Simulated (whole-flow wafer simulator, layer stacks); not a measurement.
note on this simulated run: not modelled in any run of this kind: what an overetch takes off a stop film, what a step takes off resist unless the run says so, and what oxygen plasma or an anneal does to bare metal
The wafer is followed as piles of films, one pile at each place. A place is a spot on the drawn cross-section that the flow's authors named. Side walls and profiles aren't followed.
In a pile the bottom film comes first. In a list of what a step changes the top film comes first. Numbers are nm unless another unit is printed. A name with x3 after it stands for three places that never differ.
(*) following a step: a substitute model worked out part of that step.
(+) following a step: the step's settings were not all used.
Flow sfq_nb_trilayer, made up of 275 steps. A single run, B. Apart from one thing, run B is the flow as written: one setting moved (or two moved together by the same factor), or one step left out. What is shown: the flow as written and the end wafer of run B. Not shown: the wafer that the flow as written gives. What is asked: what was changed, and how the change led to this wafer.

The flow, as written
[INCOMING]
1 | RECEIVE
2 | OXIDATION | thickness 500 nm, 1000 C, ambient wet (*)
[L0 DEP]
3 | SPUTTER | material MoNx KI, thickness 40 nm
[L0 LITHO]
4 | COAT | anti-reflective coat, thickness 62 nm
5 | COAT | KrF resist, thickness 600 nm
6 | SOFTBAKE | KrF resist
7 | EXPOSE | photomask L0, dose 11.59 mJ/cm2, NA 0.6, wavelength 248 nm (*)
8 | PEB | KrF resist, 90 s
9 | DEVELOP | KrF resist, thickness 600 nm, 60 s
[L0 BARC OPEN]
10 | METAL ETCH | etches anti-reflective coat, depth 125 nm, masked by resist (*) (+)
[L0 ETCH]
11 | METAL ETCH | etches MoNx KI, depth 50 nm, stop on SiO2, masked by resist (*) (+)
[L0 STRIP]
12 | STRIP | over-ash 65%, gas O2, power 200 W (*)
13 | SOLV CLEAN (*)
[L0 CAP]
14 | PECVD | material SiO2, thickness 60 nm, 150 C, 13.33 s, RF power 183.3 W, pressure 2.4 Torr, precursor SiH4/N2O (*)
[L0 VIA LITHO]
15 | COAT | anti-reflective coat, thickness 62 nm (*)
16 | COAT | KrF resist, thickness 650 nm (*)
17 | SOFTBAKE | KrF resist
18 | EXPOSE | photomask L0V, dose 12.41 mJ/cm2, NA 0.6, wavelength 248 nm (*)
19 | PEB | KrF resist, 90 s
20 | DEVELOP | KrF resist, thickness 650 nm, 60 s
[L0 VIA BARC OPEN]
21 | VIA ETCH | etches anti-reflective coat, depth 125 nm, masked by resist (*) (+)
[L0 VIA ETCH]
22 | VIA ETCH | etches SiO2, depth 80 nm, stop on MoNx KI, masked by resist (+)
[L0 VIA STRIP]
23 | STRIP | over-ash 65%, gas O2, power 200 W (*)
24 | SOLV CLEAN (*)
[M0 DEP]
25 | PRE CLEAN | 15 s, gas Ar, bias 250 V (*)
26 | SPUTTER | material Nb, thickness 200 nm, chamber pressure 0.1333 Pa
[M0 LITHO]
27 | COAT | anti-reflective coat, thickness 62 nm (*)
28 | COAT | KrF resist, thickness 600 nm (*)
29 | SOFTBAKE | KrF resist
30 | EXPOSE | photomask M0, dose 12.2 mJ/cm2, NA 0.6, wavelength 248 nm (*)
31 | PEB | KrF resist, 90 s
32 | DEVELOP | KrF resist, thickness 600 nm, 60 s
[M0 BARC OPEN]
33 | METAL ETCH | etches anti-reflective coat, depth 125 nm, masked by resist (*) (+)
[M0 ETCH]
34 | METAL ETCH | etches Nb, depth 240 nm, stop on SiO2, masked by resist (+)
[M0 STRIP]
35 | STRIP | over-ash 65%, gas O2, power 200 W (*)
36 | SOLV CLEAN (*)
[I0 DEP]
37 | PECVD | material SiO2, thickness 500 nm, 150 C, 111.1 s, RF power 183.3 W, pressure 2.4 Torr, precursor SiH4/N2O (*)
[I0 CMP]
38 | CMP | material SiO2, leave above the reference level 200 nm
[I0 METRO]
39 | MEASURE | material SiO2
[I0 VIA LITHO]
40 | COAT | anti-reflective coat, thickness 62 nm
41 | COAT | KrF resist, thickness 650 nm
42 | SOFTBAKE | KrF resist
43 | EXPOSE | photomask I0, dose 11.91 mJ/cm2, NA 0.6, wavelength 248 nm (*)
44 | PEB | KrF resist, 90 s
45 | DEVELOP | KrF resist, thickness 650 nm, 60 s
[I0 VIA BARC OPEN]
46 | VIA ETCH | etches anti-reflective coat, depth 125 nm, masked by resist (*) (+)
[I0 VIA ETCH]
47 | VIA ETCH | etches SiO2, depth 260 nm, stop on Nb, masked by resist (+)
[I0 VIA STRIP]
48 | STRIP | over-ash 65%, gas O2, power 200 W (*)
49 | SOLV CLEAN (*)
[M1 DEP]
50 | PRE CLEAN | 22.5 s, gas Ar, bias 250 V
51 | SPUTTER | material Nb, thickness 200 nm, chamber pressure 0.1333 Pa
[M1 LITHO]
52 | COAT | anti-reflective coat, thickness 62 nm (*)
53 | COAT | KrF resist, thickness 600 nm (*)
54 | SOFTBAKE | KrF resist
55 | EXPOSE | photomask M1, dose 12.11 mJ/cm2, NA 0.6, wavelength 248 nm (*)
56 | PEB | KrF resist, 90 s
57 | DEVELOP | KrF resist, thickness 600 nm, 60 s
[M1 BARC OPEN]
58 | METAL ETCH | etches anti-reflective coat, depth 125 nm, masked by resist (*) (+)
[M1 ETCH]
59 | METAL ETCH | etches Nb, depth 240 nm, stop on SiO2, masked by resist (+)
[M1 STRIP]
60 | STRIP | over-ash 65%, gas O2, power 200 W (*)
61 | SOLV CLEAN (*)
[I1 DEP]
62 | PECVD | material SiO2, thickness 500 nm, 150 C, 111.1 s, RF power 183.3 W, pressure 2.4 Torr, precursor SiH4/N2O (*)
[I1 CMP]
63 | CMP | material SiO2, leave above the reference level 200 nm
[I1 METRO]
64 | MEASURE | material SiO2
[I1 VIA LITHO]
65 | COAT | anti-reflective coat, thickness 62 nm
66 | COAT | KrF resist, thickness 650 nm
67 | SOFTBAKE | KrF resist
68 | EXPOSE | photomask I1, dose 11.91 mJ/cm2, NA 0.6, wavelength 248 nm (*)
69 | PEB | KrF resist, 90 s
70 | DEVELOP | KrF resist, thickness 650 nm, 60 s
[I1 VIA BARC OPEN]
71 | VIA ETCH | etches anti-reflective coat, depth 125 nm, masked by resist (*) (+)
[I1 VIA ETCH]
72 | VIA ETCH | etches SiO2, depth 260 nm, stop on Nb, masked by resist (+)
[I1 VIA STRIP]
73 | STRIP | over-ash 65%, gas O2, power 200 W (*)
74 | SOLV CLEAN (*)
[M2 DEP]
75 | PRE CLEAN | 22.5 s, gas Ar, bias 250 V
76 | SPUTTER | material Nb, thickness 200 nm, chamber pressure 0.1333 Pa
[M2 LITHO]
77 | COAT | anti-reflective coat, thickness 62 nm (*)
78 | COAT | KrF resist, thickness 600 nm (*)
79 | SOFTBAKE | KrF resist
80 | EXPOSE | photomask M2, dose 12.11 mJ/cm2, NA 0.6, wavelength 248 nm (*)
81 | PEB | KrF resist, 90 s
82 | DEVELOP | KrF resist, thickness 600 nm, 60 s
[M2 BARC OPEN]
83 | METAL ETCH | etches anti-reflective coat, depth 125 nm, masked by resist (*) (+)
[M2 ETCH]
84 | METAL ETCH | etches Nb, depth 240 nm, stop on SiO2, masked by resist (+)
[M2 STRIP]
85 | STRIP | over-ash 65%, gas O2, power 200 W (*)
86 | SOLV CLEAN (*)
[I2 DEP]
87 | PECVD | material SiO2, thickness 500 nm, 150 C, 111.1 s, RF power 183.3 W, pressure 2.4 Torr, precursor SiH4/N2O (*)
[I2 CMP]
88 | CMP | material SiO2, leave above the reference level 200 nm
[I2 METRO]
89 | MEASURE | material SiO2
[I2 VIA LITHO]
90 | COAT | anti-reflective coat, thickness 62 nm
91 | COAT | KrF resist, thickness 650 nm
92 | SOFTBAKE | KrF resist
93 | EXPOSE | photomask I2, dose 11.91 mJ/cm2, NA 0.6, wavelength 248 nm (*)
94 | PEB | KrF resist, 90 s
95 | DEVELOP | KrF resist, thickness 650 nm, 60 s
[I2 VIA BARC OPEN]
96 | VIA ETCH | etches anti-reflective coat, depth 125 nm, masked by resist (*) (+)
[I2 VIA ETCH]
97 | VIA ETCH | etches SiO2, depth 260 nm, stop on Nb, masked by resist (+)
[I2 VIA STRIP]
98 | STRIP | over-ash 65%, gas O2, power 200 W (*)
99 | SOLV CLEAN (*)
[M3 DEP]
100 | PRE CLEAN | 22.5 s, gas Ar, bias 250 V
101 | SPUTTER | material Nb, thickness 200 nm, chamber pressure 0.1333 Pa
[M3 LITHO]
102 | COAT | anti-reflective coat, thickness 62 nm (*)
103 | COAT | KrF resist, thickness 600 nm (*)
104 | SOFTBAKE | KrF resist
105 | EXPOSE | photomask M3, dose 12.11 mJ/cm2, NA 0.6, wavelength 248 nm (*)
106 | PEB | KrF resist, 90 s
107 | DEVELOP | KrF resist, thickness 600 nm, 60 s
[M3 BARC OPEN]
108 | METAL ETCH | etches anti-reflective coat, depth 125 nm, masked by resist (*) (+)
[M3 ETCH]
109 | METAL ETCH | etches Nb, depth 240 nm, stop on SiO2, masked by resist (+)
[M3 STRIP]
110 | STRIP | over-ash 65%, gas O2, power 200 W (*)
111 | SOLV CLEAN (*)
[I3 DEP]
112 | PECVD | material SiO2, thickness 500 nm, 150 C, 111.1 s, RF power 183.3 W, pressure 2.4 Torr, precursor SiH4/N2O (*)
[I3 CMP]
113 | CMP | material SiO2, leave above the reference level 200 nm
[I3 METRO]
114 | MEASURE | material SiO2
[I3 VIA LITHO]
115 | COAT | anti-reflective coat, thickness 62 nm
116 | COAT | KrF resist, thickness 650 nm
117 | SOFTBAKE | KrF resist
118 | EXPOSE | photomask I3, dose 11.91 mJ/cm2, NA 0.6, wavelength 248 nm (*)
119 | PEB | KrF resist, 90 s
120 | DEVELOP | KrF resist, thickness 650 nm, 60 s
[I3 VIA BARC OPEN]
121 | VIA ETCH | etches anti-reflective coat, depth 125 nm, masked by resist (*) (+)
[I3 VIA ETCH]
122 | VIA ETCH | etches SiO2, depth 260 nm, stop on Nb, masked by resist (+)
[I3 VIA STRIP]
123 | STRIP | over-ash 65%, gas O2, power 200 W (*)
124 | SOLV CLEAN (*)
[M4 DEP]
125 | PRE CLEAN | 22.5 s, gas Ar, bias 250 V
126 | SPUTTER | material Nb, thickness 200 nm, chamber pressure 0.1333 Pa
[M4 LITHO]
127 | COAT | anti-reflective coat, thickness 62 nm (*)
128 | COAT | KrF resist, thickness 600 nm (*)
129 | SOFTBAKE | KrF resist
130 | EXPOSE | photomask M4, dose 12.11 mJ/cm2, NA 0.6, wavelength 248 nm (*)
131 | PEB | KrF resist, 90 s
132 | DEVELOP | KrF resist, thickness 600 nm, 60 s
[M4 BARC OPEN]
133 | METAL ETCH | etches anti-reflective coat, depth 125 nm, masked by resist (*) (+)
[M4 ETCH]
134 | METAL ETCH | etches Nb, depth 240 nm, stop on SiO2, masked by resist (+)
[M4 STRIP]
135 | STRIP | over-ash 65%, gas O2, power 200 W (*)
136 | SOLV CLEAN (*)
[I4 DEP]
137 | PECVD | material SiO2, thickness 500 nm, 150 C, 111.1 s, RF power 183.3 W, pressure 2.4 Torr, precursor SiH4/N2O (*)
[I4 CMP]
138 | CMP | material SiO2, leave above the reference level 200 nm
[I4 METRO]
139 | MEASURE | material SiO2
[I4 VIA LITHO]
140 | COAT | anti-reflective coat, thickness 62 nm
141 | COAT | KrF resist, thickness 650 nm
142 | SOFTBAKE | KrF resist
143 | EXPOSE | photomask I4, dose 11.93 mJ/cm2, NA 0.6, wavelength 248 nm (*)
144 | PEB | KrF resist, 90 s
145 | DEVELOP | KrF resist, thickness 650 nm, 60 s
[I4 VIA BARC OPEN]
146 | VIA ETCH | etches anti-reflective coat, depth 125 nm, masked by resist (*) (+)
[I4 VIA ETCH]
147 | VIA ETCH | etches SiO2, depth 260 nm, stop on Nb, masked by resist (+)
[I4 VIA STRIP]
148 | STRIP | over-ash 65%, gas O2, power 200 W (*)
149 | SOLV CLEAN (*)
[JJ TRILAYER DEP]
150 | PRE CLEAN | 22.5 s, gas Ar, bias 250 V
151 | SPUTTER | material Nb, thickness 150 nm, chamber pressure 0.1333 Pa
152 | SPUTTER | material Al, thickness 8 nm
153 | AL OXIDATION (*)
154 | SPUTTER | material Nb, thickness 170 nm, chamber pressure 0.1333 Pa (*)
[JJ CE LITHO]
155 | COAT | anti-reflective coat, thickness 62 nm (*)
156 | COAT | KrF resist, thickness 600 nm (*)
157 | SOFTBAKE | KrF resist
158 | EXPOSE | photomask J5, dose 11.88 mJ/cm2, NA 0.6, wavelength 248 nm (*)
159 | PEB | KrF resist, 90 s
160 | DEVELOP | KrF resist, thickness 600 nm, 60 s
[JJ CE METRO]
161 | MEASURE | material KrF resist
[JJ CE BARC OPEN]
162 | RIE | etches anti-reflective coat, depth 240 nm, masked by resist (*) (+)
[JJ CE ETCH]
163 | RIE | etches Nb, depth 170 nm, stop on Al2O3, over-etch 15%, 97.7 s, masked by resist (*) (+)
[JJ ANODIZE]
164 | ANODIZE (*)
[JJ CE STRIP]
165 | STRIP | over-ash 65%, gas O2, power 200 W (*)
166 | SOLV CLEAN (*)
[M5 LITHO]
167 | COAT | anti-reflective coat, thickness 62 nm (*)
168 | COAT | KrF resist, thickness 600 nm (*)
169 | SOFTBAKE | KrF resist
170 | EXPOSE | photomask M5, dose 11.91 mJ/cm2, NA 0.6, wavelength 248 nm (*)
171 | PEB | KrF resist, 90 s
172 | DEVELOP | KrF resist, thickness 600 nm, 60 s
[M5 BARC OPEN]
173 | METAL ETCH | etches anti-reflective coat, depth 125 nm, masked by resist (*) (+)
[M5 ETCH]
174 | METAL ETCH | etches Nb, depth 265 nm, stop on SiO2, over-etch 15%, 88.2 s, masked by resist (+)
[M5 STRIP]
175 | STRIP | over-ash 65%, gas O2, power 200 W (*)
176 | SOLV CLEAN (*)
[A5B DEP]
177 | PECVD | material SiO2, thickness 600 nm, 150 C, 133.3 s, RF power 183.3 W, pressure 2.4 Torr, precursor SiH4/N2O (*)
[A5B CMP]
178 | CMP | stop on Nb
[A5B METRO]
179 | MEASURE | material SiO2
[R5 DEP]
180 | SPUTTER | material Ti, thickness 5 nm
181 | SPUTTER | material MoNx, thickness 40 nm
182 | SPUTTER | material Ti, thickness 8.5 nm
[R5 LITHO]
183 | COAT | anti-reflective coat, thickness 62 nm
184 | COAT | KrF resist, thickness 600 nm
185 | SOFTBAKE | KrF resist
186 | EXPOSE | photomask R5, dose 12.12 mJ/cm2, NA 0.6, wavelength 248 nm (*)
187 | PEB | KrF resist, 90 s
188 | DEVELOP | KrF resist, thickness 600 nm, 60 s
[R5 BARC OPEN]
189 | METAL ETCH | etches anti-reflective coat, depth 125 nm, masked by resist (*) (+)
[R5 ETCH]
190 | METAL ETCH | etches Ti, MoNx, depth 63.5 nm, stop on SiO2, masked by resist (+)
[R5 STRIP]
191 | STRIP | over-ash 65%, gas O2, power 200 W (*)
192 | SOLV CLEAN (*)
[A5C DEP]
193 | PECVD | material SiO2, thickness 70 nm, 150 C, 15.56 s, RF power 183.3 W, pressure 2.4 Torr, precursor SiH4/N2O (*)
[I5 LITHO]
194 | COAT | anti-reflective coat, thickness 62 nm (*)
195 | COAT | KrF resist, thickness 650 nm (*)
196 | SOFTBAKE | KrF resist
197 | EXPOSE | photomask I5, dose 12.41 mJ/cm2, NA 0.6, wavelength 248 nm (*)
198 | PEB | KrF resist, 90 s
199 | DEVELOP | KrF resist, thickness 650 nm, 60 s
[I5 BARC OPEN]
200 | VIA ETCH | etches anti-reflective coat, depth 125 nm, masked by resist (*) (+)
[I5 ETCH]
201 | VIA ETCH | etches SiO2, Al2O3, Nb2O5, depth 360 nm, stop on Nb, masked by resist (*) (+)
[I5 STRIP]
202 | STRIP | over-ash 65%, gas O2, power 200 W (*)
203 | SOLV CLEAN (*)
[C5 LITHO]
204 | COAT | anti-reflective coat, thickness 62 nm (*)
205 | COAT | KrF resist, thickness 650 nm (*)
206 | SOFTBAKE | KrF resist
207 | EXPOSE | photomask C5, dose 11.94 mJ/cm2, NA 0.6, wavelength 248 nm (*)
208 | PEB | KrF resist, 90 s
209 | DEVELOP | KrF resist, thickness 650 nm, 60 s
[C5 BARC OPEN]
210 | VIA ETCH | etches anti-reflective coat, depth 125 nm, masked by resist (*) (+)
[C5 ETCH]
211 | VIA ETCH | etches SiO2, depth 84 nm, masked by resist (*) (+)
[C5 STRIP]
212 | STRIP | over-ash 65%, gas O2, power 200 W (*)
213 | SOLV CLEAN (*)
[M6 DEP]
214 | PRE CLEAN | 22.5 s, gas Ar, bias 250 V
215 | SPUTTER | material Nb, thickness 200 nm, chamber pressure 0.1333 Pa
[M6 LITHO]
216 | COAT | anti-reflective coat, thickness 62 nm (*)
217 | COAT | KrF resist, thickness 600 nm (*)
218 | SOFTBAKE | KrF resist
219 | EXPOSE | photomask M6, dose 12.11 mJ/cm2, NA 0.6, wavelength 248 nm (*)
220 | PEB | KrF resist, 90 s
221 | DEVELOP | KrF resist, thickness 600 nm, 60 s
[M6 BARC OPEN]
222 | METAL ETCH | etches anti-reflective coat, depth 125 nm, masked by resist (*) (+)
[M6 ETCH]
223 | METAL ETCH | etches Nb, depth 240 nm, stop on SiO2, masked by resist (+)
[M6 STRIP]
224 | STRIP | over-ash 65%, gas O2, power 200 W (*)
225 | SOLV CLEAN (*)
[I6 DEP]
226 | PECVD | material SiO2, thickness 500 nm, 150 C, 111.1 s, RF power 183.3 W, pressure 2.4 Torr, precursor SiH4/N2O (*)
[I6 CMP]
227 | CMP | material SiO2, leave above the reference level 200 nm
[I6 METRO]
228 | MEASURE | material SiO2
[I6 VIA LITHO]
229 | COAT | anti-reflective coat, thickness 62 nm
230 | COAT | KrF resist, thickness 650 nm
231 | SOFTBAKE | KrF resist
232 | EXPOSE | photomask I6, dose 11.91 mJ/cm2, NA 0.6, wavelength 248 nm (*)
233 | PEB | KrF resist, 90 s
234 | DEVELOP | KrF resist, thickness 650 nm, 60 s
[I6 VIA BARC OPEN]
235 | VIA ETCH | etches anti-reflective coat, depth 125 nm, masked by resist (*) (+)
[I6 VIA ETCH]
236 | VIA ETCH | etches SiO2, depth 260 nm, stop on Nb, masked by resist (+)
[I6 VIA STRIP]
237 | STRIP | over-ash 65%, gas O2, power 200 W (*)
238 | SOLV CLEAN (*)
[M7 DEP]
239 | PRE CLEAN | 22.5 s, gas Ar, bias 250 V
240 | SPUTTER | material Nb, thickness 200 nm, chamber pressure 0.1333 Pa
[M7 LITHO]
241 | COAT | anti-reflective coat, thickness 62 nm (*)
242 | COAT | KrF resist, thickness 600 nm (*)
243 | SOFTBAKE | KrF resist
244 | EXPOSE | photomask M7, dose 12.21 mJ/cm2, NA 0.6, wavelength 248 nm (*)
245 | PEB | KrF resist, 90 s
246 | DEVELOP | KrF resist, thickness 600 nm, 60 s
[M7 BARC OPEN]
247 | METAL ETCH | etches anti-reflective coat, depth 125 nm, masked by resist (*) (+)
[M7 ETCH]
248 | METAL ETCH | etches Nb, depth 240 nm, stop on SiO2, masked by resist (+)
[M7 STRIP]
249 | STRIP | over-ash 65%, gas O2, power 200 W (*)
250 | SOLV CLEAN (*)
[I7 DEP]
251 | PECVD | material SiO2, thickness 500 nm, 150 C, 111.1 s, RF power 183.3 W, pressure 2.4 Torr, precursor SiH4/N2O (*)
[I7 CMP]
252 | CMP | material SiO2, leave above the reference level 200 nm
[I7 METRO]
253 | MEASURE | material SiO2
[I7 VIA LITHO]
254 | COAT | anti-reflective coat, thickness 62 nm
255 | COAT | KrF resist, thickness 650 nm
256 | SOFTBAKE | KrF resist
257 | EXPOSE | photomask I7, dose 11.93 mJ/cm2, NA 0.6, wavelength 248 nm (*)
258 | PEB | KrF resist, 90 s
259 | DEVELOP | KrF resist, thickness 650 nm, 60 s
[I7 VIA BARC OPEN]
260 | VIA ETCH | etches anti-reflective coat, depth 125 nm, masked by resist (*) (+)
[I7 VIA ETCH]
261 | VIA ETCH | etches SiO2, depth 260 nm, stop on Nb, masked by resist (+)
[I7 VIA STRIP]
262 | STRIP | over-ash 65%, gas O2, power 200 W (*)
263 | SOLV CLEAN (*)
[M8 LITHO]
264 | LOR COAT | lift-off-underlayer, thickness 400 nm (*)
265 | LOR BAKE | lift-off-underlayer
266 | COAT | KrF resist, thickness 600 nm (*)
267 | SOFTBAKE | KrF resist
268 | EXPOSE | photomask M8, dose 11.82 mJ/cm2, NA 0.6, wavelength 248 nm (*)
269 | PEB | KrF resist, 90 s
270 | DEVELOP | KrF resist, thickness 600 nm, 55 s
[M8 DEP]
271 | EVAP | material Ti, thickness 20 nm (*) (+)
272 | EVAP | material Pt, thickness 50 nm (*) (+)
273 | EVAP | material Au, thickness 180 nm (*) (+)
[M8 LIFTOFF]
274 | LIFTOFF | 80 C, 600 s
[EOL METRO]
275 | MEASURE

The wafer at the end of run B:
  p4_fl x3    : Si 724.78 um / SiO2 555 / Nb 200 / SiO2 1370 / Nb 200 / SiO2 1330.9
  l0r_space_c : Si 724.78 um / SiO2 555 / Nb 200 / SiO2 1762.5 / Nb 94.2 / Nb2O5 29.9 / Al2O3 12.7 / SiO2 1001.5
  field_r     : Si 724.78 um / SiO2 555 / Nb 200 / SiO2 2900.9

What caused this: step 151, SPUTTER: thickness 105 nm was run, though the flow has thickness 150 nm.

The path from the change to this, step by step:
  151 | SPUTTER | material Nb, thickness 150 nm, chamber pressure 0.1333 Pa
      field_l, v_sur, via_sp and 100 more: Nb gains 105 (new film) (as written it would have been: Nb gains 150 (new film))
      via_wl, via_wr: Nb gains 75.3 (as written it would have been: Nb gains 130.4)
      (and at 1 other place as well)
  154 | SPUTTER | material Nb, thickness 170 nm, chamber pressure 0.1333 Pa (*)
      via_w: Nb gains 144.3 (new film) (as written it would have been: Nb gains 141 (new film))
  155 | COAT | anti-reflective coat, thickness 62 nm (*)
      via_wl, via_wr: anti-reflective coat gains 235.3 (new film) (as written it would have been: anti-reflective coat gains 209.4 (new film))
      via_w: anti-reflective coat gains 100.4 (new film) (as written it would have been: anti-reflective coat gains 97.4 (new film))
  162 | RIE | etches anti-reflective coat, depth 240 nm, masked by resist (*) (+)
      ce_l, c5j, ce_r, wl_jj: KrF resist loses 235.3 (as written it would have been: KrF resist loses 209.4)
      via_wl, via_wr: anti-reflective coat loses 235.3 (all of it) (as written it would have been: anti-reflective coat loses 209.4 (all of it))
      (and at 1 other place as well)
  163 | RIE | etches Nb, depth 170 nm, stop on Al2O3, over-etch 15%, 97.7 s, masked by resist (*) (+)
      via_w: Nb loses 144.3 (all of it), Al2O3 loses 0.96 (all of it) (as written it would have been: Nb loses 141 (all of it), Al2O3 loses 0.96 (all of it))
  165 | STRIP | over-ash 65%, gas O2, power 200 W (*)
      ce_l: KrF resist loses 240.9 (all of it), anti-reflective coat loses 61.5 (all of it) (as written it would have been: KrF resist loses 266.8 (all of it), anti-reflective coat loses 61.4 (all of it))
      c5j: KrF resist loses 241 (all of it), anti-reflective coat loses 61.5 (all of it) (as written it would have been: KrF resist loses 266.9 (all of it), anti-reflective coat loses 61.5 (all of it))
      (and at 2 other places as well)
  167 | COAT | anti-reflective coat, thickness 62 nm (*)
      via_wl: anti-reflective coat gains 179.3 (new film) (as written it would have been: anti-reflective coat gains 170.5 (new film))
      via_w: anti-reflective coat gains 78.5 (new film) (as written it would have been: anti-reflective coat gains 84.1 (new film))
      (and at 2 other places as well)
  174 | METAL ETCH | etches Nb, depth 265 nm, stop on SiO2, over-etch 15%, 88.2 s, masked by resist (+)
      field_l, r_sur, res and 50 more: Al2O3 loses 12.6 (all of it), Nb2O5 loses 29.9 (all of it), Nb loses 94.2 (all of it), SiO2 loses 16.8 (as written it would have been: Al2O3 loses 12.6 (all of it), Nb2O5 loses 29.9 (all of it), Nb loses 139.2 (all of it), SiO2 loses 12.3)
  175 | STRIP | over-ash 65%, gas O2, power 200 W (*)
      via_wl: KrF resist loses 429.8 (all of it), anti-reflective coat loses 179.3 (all of it) (as written it would have been: KrF resist loses 427 (all of it), anti-reflective coat loses 170.5 (all of it))
      via_w: KrF resist loses 498 (all of it), anti-reflective coat loses 78.5 (all of it) (as written it would have been: KrF resist loses 503.5 (all of it), anti-reflective coat loses 84.1 (all of it))
      (and at 2 other places as well)
  177 | PECVD | material SiO2, thickness 600 nm, 150 C, 133.3 s, RF power 183.3 W, pressure 2.4 Torr, precursor SiH4/N2O (*)
      via_wl, via_wr: SiO2 gains 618 (new film) (as written it would have been: SiO2 gains 600 (new film))
  178 | CMP | stop on Nb
      field_l, p4_fl x3, p4_w1 x9 and 29 more: SiO2 loses 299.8 (as written it would have been: SiO2 loses 259.3)
      r_sur, res, r_end, moat, field_r, lsp_l: SiO2 loses 299.8 (as written it would have been: SiO2 loses 252.3)
      (and at 8 other places as well)
